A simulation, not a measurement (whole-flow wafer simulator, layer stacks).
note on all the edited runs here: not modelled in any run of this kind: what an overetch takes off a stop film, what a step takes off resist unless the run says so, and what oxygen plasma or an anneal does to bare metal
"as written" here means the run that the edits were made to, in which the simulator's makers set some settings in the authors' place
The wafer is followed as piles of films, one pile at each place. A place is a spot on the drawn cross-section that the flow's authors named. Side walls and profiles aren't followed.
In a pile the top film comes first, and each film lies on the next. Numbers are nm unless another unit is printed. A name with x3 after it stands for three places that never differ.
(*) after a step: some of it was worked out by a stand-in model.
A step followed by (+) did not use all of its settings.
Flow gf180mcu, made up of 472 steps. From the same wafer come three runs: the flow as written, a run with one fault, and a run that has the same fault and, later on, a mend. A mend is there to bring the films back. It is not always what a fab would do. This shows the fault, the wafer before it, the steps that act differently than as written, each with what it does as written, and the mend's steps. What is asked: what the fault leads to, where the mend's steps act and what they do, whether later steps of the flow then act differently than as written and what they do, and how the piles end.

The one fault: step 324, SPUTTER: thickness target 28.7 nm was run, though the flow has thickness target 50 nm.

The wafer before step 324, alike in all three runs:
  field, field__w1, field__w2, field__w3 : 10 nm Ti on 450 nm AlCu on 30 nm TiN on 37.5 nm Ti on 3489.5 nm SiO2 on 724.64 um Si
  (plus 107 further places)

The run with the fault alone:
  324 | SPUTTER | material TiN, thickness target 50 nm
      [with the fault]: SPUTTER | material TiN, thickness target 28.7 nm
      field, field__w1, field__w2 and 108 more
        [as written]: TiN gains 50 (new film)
        [with the fault]: TiN gains 28.7 (new film)
  Steps further on in the flow that do not act as written (2 more steps, not shown, differ only slightly: by at most 2% or 0.5 nm, whichever is larger):
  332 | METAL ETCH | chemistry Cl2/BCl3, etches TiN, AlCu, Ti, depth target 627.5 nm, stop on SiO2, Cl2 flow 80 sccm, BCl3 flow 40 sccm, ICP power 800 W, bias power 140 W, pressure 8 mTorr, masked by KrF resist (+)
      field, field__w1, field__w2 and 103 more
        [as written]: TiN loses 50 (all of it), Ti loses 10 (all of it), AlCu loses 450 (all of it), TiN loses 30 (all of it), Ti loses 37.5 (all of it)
        [with the fault]: TiN loses 28.7 (all of it), Ti loses 10 (all of it), AlCu loses 450 (all of it), TiN loses 30 (all of it), Ti loses 37.5 (all of it)
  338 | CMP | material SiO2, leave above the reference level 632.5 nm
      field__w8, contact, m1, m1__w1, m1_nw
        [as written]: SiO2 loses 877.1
        [with the fault]: SiO2 loses 855.8
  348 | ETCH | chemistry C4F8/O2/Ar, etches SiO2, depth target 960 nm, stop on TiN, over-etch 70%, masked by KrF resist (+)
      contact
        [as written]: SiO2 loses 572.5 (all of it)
        [with the fault]: SiO2 loses 593.8 (all of it)
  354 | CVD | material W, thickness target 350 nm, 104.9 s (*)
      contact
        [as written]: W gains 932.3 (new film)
        [with the fault]: W gains 953.8 (new film)
  By the end, the piles at field__w8, contact, m1, m1__w1, m1_nw depart from the flow's by more than 2% or 0.5 nm, whichever is larger.
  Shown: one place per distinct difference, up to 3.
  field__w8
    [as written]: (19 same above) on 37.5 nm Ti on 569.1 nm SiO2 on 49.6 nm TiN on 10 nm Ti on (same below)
    [with the fault]: (19 same above) on 37.5 nm Ti on 590.4 nm SiO2 on 28.3 nm TiN on 10 nm Ti on (same below)
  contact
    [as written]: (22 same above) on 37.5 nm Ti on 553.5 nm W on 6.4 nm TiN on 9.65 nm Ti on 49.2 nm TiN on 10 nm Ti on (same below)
    [with the fault]: (22 same above) on 37.5 nm Ti on 575 nm W on 6.32 nm TiN on 9.53 nm Ti on 27.9 nm TiN on 10 nm Ti on (same below)

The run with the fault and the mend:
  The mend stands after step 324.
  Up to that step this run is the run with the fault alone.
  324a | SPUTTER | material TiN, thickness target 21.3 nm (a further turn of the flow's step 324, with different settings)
      field, field__w1, field__w2 and 108 more
        TiN gains 21.3
  None of the later steps of the flow acts differently than as written at any place that is followed.
  By the end, the piles equal the flow's at every place that both follow.
